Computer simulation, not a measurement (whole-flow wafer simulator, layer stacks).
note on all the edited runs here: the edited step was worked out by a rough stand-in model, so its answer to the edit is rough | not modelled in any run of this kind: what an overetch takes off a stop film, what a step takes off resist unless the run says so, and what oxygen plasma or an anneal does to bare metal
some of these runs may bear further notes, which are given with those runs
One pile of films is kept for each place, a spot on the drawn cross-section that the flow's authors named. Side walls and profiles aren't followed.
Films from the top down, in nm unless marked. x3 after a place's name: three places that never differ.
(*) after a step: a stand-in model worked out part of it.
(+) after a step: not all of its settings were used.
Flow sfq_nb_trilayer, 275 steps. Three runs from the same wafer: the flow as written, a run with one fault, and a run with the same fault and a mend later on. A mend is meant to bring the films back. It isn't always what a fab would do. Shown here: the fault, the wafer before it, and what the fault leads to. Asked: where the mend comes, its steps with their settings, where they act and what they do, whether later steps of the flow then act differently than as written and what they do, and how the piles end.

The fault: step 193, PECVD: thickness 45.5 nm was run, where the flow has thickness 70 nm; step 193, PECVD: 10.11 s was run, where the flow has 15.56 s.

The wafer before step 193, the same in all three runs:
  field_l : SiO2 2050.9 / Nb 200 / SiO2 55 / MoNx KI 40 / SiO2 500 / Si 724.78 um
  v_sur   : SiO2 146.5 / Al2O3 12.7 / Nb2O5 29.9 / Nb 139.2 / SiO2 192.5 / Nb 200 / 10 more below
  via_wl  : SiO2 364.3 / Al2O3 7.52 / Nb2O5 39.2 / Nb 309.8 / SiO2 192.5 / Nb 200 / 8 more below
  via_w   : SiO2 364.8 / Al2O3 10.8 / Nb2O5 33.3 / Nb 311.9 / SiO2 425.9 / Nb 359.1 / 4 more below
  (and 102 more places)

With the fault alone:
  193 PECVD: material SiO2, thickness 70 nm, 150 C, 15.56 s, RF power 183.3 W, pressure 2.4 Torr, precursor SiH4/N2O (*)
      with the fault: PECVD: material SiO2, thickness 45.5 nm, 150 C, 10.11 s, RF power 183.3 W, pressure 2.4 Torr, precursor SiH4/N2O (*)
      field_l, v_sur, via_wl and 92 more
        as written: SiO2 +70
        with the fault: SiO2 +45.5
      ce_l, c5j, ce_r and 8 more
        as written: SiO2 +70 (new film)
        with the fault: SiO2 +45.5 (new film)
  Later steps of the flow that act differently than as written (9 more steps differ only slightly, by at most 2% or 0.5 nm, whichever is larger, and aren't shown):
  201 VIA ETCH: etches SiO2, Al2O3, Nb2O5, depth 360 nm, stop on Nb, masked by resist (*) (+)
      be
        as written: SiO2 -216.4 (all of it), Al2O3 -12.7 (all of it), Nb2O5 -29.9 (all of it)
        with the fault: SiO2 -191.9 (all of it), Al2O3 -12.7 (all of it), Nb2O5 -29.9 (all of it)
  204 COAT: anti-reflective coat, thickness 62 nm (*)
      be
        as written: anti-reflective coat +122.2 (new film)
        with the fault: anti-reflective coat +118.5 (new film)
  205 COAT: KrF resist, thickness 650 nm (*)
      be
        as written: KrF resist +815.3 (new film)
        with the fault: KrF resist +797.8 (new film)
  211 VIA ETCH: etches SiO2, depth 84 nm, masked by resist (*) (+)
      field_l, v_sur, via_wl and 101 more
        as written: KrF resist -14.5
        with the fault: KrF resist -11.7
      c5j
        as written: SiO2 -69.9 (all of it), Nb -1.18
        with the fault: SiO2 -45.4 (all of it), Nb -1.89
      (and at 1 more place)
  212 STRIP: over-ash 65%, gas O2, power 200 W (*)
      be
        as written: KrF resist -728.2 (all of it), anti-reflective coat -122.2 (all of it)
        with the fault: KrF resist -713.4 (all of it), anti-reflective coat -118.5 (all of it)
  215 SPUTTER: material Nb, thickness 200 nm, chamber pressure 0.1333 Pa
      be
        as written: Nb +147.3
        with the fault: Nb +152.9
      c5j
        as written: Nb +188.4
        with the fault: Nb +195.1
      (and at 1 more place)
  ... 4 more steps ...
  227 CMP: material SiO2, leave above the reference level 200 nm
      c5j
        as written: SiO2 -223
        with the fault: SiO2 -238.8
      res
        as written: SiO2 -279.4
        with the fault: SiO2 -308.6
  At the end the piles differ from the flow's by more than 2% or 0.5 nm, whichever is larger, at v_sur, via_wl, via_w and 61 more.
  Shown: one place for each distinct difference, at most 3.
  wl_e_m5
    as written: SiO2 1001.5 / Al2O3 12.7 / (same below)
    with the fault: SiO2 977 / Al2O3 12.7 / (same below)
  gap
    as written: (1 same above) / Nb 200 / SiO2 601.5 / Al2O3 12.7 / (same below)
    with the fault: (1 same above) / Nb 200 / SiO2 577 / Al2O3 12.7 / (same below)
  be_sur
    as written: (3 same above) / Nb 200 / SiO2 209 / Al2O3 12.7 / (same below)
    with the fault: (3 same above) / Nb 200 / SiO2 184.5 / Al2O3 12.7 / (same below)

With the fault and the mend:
  The mend comes after step 193.
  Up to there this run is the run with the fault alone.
  193a PECVD: material SiO2, thickness 24.5 nm, 150 C, 5.444 s, RF power 183.3 W, pressure 2.4 Torr, precursor SiH4/N2O (*) (the flow's step 193 once more, with other settings)
      field_l, v_sur, via_wl and 103 more
        SiO2 +24.5
  No later step of the flow acts differently than as written, at any place that is followed, by more than 2% or 0.5 nm, whichever is larger.
  At the end the piles are the same as the flow's at every place that both follow.
